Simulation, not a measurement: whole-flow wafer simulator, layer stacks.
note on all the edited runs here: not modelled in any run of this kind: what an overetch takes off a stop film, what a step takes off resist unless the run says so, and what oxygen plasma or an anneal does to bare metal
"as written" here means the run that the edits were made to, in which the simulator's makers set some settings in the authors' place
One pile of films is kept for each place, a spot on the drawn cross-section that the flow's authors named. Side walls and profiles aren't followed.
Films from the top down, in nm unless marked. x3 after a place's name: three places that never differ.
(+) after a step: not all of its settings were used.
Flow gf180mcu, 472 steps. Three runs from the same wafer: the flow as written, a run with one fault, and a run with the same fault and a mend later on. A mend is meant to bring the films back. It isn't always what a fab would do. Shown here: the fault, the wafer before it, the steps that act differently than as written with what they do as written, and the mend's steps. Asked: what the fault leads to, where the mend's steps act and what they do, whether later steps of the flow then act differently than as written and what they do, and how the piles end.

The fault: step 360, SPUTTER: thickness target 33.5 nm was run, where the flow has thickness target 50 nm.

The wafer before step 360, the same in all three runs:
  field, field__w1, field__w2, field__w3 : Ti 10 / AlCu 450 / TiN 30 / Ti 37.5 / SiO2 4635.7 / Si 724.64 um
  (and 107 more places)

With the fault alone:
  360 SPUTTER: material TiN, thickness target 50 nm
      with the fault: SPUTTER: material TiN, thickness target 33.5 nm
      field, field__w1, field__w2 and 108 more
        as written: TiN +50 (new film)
        with the fault: TiN +33.5 (new film)
  Later steps of the flow that act differently than as written (4 more steps differ only slightly, by at most 2% or 0.5 nm, whichever is larger, and aren't shown):
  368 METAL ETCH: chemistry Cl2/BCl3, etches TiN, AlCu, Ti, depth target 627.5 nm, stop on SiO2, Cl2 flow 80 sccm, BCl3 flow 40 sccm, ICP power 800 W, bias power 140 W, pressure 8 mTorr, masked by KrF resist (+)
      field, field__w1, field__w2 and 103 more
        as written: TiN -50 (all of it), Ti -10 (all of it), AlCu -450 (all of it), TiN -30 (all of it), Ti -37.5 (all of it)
        with the fault: TiN -33.5 (all of it), Ti -10 (all of it), AlCu -450 (all of it), TiN -30 (all of it), Ti -37.5 (all of it)
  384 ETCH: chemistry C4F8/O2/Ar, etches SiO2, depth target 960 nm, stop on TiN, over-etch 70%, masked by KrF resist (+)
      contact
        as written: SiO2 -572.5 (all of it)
        with the fault: SiO2 -589 (all of it)
  At the end the piles differ from the flow's by more than 2% or 0.5 nm, whichever is larger, at field__w8, contact, m1, m1__w1, m1_nw.
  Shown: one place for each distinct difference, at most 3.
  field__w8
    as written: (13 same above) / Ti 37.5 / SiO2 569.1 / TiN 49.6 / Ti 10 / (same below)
    with the fault: (13 same above) / Ti 37.5 / SiO2 585.6 / TiN 33.1 / Ti 10 / (same below)
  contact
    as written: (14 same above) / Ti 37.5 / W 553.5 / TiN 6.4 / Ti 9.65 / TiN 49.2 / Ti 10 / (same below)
    with the fault: (14 same above) / Ti 37.5 / W 570.2 / TiN 6.34 / Ti 9.56 / TiN 32.7 / Ti 10 / (same below)

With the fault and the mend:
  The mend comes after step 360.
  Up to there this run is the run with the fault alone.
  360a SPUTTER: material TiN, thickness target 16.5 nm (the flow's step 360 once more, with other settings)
      field, field__w1, field__w2 and 108 more
        TiN +16.5
  No later step of the flow acts differently than as written at any place that is followed.
  At the end the piles are the same as the flow's at every place that both follow.
